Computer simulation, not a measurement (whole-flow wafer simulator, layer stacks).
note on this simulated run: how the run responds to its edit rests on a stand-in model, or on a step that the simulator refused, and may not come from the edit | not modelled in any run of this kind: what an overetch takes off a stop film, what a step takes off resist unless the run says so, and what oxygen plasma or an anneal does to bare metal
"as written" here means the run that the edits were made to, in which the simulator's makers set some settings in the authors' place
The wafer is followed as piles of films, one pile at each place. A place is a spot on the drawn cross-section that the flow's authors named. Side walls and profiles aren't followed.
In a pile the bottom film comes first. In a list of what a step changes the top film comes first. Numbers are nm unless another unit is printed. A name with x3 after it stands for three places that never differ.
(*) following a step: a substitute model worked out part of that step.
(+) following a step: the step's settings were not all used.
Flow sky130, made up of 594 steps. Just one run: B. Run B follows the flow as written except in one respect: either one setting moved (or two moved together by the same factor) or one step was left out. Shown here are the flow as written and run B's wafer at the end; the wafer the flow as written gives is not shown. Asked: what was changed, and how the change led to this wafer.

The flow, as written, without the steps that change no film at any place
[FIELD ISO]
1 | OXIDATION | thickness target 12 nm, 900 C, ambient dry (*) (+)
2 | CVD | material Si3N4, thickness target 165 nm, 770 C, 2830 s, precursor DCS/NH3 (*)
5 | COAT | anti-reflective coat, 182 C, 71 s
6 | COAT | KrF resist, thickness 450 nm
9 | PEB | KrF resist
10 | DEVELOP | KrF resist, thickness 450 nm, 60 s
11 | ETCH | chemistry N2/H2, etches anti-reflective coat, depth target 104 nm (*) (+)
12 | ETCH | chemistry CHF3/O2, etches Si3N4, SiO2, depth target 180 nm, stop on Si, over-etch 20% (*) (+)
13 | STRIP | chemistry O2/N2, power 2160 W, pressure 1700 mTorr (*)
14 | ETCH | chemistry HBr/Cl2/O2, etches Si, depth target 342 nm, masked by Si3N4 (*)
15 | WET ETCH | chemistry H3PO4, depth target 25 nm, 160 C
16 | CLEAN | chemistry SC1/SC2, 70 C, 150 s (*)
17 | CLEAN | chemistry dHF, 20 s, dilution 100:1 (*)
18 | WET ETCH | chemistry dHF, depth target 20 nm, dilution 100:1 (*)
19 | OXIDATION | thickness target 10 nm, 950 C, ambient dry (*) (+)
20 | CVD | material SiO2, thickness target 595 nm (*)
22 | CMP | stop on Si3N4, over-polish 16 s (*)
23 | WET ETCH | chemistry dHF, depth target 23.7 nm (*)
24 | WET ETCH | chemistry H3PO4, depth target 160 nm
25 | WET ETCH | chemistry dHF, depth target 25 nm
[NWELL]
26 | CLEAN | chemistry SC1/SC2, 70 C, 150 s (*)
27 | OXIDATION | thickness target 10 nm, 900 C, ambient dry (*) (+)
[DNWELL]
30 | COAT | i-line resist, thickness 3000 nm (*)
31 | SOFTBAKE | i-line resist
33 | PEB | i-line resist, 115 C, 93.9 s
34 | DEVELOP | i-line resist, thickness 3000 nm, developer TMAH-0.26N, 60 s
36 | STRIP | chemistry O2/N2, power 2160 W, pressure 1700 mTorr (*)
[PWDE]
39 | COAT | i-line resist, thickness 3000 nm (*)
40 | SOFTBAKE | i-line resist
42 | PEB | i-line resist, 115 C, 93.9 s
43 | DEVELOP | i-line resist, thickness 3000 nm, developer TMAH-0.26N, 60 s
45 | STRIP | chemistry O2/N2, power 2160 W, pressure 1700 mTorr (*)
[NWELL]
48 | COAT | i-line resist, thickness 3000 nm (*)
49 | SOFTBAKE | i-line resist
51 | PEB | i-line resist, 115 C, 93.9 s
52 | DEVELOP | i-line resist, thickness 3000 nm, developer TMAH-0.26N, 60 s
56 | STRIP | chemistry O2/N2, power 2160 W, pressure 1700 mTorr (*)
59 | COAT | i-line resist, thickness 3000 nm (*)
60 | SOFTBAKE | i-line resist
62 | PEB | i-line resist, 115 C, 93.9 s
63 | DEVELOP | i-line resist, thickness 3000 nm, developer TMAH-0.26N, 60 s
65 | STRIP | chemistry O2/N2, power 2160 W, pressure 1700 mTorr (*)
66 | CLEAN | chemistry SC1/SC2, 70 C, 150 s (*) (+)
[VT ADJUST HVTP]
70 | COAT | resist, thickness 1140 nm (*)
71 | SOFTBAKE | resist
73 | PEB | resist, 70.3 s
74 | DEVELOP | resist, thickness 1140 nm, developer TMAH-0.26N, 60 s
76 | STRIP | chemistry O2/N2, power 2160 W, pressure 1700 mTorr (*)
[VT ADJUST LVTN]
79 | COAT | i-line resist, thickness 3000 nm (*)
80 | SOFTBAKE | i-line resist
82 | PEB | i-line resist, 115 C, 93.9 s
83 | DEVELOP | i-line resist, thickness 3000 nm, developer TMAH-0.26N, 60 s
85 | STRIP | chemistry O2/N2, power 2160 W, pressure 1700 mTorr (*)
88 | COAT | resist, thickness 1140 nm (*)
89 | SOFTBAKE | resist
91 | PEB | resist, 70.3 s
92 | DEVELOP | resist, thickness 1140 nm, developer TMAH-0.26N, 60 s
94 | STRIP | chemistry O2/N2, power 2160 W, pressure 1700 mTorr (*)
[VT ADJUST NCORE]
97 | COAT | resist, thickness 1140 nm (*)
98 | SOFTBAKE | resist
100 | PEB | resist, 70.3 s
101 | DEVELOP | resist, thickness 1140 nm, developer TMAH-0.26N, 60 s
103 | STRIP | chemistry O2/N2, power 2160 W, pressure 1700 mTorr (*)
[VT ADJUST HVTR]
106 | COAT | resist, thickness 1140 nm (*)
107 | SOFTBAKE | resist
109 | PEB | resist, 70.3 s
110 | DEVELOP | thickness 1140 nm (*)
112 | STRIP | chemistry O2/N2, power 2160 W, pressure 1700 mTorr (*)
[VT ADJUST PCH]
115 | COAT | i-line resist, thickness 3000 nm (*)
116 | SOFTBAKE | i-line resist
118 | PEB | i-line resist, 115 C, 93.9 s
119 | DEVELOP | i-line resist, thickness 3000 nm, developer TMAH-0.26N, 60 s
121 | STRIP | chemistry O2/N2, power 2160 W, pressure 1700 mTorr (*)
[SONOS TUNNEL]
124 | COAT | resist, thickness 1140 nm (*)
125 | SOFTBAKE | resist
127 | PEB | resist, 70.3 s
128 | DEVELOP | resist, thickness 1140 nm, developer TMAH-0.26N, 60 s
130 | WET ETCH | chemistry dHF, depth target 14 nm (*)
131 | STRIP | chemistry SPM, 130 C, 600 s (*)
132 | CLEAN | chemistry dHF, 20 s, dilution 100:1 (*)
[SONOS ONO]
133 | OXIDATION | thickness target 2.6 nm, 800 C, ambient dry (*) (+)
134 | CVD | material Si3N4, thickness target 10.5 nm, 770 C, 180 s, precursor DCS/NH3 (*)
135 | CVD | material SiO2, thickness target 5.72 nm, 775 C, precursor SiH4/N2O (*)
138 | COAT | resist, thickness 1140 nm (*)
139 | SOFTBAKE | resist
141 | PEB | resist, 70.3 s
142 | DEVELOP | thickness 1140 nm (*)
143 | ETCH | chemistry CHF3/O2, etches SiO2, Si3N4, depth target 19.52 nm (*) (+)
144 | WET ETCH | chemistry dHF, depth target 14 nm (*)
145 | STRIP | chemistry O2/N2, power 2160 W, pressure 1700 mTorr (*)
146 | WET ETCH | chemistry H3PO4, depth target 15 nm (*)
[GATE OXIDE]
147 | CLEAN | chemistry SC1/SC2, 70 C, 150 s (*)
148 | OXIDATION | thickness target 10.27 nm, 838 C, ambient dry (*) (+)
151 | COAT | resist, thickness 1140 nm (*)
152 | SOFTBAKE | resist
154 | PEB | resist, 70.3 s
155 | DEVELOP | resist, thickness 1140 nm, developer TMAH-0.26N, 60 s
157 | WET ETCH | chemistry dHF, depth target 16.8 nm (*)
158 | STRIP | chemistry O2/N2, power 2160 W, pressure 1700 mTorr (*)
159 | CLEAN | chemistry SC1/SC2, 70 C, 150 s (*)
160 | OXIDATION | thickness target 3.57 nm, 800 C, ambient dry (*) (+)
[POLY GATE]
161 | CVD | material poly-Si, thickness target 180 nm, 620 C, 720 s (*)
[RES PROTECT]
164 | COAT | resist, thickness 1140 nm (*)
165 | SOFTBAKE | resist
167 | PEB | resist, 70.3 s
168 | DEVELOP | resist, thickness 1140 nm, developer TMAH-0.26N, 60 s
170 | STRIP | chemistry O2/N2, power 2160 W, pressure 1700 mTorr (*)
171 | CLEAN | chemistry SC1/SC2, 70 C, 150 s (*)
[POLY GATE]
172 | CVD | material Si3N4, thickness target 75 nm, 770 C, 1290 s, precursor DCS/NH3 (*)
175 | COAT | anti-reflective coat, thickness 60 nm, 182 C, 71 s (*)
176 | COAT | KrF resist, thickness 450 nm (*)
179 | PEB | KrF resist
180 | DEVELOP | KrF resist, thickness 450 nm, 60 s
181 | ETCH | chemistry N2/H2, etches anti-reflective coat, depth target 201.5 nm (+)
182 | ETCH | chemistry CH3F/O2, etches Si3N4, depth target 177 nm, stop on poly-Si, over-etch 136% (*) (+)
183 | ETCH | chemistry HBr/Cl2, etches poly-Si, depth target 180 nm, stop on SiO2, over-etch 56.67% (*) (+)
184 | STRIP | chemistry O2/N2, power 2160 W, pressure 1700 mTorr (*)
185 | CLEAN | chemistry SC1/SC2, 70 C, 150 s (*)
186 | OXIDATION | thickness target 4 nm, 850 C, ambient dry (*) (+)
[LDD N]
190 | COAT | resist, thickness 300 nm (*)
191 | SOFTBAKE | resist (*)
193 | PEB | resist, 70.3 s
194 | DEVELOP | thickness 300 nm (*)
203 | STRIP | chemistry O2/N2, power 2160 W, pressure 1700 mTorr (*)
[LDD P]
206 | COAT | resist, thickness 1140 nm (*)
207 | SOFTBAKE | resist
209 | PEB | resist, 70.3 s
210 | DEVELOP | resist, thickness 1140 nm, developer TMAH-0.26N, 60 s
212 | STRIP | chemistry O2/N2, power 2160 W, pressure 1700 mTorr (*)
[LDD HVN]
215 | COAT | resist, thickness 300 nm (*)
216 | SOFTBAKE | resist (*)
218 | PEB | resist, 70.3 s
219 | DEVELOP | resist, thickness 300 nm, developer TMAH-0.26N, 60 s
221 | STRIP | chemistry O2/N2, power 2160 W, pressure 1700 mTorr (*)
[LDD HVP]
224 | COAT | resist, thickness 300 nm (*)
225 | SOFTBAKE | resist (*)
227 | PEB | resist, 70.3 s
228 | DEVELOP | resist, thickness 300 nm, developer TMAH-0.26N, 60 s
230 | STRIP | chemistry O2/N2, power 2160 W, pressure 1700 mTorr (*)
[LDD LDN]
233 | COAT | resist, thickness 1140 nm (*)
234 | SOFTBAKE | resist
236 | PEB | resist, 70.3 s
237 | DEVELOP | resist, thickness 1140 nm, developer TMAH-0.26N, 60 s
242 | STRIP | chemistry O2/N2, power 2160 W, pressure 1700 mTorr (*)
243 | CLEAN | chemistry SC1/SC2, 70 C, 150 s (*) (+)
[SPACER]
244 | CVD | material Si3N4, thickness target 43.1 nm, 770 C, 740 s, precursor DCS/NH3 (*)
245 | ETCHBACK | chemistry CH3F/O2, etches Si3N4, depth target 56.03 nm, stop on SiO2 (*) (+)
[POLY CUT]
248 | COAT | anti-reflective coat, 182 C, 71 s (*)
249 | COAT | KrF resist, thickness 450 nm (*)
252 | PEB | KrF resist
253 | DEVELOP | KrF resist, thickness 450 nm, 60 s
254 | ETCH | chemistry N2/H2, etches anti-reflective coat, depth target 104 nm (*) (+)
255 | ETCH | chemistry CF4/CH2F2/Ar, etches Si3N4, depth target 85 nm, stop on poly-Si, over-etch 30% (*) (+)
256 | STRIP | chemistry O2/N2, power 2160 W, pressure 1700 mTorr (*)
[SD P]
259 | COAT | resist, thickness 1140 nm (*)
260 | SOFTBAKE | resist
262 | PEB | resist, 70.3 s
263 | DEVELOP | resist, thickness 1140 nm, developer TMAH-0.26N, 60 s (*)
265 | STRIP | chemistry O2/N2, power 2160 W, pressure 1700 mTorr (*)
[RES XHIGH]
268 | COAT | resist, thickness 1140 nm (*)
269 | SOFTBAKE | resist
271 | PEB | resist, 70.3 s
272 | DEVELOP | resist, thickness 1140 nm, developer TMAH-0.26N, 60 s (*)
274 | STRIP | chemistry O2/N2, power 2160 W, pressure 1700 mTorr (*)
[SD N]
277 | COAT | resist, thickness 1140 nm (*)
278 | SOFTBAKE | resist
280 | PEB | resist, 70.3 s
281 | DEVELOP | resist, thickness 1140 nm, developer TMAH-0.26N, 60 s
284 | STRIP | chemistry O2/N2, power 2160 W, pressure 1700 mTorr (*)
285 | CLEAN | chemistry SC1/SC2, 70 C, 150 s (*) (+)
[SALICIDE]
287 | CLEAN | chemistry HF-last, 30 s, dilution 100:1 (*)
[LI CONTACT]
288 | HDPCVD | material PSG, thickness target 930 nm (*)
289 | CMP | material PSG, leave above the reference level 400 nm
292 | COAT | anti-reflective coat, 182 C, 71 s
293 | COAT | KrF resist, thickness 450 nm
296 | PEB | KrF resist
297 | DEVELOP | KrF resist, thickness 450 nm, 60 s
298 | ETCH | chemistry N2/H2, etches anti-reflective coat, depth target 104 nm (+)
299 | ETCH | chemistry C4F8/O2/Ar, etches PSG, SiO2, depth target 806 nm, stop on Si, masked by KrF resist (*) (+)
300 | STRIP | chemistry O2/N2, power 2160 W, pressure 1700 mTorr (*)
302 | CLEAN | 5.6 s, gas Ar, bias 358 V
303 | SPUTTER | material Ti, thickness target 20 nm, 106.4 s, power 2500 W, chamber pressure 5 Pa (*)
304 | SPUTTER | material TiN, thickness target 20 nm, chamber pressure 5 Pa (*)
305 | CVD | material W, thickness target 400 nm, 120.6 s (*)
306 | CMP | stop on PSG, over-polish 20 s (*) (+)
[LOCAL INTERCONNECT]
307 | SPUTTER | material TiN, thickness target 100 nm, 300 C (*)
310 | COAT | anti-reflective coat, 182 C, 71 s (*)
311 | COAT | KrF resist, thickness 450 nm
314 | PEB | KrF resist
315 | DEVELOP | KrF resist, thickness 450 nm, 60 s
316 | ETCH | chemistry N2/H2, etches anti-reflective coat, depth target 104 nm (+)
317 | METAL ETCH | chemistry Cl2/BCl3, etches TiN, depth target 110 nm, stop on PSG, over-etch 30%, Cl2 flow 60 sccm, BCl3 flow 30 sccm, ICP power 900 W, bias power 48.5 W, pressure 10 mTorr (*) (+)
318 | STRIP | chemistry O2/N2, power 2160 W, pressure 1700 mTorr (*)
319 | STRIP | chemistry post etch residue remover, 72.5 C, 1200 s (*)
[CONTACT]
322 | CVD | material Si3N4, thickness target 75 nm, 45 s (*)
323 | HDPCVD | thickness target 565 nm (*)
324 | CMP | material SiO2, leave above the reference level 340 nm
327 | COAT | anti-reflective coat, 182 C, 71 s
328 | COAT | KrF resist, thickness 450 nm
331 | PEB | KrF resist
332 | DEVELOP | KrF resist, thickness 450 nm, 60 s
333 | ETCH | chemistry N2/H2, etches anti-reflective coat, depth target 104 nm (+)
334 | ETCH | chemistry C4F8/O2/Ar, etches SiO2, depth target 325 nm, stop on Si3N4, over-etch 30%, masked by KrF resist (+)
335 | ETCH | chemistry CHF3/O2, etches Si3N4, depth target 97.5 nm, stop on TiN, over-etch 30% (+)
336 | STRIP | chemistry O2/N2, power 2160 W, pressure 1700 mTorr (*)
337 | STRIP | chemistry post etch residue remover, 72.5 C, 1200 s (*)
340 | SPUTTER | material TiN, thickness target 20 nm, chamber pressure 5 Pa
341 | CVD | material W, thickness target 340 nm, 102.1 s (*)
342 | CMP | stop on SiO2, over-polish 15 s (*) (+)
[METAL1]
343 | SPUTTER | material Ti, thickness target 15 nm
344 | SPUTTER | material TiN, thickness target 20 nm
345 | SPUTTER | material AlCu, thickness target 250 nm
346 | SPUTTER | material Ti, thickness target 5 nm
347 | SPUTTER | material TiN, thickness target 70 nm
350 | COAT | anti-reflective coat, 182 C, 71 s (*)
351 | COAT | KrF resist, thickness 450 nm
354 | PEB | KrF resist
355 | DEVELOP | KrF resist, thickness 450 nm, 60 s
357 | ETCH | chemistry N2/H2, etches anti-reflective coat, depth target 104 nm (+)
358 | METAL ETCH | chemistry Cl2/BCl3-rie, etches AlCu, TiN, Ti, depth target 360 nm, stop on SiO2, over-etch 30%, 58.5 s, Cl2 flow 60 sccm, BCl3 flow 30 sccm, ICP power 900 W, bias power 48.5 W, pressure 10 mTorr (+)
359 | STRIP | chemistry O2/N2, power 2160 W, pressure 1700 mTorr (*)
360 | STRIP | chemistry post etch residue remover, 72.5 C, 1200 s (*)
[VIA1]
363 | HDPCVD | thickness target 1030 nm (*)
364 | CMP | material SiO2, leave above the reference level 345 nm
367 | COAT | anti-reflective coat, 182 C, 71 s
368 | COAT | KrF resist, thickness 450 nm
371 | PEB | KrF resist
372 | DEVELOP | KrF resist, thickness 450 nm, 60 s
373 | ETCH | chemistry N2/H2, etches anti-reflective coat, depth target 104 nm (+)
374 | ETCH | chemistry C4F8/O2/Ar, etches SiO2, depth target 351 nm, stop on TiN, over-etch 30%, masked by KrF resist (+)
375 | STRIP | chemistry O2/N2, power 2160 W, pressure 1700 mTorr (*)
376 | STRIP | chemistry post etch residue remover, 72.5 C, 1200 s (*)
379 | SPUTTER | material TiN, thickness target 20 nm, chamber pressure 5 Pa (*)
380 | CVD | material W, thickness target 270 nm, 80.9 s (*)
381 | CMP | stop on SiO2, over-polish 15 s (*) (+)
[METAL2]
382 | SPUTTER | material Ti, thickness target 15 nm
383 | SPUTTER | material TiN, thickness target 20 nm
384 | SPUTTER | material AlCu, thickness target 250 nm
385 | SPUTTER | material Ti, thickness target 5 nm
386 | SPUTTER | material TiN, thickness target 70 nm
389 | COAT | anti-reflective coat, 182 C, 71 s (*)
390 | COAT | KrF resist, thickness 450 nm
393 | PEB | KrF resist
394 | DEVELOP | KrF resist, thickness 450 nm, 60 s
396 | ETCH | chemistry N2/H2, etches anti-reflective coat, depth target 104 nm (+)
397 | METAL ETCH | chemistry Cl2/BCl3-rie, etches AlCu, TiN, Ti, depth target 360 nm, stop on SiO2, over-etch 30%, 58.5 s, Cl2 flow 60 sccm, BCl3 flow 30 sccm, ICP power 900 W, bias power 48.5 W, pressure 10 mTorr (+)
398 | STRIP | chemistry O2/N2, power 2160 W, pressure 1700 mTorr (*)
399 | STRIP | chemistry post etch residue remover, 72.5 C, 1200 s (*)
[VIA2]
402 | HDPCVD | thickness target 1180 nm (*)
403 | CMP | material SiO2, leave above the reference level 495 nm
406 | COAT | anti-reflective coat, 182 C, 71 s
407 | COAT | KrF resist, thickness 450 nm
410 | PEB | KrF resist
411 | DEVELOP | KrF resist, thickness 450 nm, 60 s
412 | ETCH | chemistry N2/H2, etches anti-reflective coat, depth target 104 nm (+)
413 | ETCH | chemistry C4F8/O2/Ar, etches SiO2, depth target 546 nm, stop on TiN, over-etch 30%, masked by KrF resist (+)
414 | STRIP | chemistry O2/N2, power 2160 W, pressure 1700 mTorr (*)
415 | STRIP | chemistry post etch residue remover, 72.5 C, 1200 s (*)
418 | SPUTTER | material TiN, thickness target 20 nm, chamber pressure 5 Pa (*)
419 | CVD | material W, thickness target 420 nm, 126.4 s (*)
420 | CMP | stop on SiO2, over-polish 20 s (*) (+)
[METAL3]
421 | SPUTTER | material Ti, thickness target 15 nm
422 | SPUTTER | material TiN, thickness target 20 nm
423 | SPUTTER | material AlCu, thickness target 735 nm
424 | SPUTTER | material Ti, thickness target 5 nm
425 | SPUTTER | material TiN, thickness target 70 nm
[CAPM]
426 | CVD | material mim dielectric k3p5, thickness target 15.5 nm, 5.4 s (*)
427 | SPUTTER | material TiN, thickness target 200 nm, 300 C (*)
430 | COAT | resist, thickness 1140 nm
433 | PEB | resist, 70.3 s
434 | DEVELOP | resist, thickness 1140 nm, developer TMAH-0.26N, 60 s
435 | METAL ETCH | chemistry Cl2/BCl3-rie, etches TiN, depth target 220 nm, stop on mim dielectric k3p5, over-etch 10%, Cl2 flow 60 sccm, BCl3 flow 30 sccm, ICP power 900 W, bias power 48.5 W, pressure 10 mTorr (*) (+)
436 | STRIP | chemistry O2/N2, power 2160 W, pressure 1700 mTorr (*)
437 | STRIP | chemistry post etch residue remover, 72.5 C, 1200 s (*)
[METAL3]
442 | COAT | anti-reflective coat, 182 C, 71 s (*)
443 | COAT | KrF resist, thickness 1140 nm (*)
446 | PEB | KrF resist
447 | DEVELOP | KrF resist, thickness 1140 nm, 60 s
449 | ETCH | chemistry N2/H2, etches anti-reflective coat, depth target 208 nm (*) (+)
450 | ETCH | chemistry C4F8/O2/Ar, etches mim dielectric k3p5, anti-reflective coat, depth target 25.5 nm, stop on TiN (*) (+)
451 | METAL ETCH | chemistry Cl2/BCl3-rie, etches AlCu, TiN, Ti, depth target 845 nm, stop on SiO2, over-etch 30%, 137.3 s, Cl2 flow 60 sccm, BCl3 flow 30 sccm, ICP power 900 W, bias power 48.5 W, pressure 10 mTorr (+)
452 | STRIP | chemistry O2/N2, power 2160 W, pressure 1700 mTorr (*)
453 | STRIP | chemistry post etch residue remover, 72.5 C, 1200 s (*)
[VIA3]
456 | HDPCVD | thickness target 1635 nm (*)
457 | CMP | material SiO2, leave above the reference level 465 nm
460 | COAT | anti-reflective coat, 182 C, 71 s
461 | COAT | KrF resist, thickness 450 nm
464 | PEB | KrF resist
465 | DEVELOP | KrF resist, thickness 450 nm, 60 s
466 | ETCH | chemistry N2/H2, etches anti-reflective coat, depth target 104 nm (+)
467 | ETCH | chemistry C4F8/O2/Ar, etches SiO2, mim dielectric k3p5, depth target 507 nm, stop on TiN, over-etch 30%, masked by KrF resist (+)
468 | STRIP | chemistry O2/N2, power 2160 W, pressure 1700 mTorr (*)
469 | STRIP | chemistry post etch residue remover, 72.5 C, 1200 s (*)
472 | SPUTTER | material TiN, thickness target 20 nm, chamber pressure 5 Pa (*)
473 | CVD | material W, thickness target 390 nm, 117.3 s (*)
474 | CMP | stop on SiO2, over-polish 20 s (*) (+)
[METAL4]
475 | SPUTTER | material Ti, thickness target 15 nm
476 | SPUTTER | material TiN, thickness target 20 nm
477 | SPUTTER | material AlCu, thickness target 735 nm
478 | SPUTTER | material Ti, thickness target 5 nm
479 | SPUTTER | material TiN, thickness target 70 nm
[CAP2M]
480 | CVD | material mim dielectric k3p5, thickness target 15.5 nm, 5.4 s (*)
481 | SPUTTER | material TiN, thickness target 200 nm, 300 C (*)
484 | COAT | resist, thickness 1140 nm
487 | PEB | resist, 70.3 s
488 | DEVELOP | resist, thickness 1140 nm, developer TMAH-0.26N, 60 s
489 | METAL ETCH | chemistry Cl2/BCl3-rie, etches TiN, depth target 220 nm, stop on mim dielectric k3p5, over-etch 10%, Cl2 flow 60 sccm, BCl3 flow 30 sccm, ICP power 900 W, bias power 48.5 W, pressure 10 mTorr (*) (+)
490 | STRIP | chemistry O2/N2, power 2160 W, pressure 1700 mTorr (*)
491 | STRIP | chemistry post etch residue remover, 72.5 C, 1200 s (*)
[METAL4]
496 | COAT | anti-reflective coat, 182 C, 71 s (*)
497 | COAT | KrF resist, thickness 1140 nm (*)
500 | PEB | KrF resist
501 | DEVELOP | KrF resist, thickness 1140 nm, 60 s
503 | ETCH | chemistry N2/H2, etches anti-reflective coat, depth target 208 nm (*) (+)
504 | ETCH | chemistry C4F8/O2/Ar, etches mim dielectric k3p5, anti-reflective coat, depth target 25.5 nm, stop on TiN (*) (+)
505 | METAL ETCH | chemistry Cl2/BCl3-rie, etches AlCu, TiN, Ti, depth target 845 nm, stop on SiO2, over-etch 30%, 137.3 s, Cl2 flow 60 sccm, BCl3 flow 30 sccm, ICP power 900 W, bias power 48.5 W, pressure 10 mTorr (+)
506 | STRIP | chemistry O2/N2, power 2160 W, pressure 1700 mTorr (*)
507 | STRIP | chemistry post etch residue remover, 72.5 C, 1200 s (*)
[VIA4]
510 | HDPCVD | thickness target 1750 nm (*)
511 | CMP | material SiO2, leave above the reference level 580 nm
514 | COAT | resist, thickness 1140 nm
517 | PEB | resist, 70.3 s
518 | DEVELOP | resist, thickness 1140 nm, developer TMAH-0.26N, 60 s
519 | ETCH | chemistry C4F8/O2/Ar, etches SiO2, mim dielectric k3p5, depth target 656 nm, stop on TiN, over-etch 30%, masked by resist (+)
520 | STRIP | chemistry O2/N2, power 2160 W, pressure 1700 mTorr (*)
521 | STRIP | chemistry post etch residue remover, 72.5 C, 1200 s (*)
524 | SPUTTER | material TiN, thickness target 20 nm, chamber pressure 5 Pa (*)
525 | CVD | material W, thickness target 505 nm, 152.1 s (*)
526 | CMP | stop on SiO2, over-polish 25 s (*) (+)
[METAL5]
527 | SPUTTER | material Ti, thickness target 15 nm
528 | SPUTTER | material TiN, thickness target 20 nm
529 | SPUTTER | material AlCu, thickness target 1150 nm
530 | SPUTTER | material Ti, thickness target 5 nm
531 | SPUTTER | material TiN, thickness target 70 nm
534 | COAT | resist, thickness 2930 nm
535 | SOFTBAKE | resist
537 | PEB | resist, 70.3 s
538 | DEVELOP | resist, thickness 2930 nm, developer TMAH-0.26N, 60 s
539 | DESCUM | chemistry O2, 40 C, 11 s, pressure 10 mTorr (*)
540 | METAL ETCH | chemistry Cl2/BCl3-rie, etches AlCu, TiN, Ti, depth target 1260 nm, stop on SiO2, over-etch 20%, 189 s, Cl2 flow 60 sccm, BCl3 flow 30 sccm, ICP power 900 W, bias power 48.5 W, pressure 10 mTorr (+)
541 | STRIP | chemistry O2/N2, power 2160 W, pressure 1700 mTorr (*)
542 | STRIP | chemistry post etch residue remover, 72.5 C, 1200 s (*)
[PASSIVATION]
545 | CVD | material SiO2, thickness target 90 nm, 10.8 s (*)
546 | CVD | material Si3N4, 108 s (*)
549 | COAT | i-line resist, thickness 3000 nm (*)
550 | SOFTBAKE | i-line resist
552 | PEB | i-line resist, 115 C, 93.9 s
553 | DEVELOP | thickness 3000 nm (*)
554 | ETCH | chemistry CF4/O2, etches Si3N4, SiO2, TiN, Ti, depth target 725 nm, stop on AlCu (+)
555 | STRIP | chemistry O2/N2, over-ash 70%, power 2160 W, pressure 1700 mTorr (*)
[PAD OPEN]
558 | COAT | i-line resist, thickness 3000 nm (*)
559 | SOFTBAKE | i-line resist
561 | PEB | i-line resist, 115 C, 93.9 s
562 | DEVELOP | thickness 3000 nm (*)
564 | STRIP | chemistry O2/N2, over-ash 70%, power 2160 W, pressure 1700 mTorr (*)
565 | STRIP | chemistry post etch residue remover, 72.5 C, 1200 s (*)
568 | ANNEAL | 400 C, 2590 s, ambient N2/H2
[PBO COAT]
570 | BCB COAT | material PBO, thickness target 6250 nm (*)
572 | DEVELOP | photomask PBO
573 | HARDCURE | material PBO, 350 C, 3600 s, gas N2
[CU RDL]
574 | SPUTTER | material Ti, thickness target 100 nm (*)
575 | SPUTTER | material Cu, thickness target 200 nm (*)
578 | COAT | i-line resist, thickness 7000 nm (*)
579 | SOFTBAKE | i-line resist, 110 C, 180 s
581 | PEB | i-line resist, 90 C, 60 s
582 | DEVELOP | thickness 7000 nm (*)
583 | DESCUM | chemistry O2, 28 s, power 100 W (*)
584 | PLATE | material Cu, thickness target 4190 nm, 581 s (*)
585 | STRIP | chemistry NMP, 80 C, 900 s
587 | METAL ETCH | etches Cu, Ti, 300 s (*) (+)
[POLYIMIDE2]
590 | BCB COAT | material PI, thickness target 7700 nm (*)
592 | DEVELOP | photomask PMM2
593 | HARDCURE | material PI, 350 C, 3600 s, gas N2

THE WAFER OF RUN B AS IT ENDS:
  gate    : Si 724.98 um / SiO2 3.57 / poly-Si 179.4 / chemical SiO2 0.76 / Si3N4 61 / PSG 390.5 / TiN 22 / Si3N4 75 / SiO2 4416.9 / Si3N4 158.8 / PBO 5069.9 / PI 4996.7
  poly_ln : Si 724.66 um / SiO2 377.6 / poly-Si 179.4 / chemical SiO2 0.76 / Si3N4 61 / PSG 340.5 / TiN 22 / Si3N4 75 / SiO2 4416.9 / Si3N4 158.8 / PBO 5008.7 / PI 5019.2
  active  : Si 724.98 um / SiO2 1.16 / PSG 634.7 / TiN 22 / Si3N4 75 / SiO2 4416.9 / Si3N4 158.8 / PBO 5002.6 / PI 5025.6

What caused this: step 316, ETCH: depth target 57.2 nm was run, though the flow has depth target 104 nm.

Step by step, how the change led to this:
  316 | ETCH | chemistry N2/H2, etches anti-reflective coat, depth target 104 nm (+)
      field, active, gate and 87 more: anti-reflective coat loses 57.2 (it would be, as written: anti-reflective coat loses 80 (all of it), TiN loses 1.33)
      rpo_hd: anti-reflective coat loses 57.2 (it would be, as written: anti-reflective coat loses 80 (all of it), TiN loses 1.34)
      (and at 100 other places as well)
  317 | METAL ETCH | chemistry Cl2/BCl3, etches TiN, depth target 110 nm, stop on PSG, over-etch 30%, Cl2 flow 60 sccm, BCl3 flow 30 sccm, ICP power 900 W, bias power 48.5 W, pressure 10 mTorr (*) (+)
      field, active, gate and 84 more: anti-reflective coat loses 22.8 (all of it), TiN loses 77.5 (it would be, as written: TiN loses 98.7 (all of it))
      rpo_hd, rpm_encl, rpm_encl_psd, iso_guard_nsd_tip: anti-reflective coat loses 22.8 (all of it), TiN loses 77.6 (it would be, as written: TiN loses 98.7 (all of it))
  318 | STRIP | chemistry O2/N2, power 2160 W, pressure 1700 mTorr (*)
      n_well, p_well, gate_hv and 93 more: KrF resist loses 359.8 (all of it), anti-reflective coat loses 80 (all of it) (it would be, as written: KrF resist loses 333.8 (all of it), anti-reflective coat loses 80 (all of it))
      poly_licon, ndiff_licon, ndiff_licon_cpp, rpo_hd_licon: KrF resist loses 359.9 (all of it), anti-reflective coat loses 80.5 (all of it) (it would be, as written: KrF resist loses 333.9 (all of it), anti-reflective coat loses 80.5 (all of it))
  324 | CMP | material SiO2, leave above the reference level 340 nm
      field, active, gate and 84 more: SiO2 loses 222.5 (it would be, as written: SiO2 loses 200.4)
      rpo_hd, rpm_encl, rpm_encl_psd, iso_guard_nsd_tip: SiO2 loses 222.4 (it would be, as written: SiO2 loses 200.4)
Taking metal films that touch as one body, gate has 1 body; the flow as written gives 0 bodies.
Taking metal films that touch as one body, poly_ln has 1 body; the flow as written gives 0 bodies.
Taking metal films that touch as one body, active has 1 body; the flow as written gives 0 bodies.
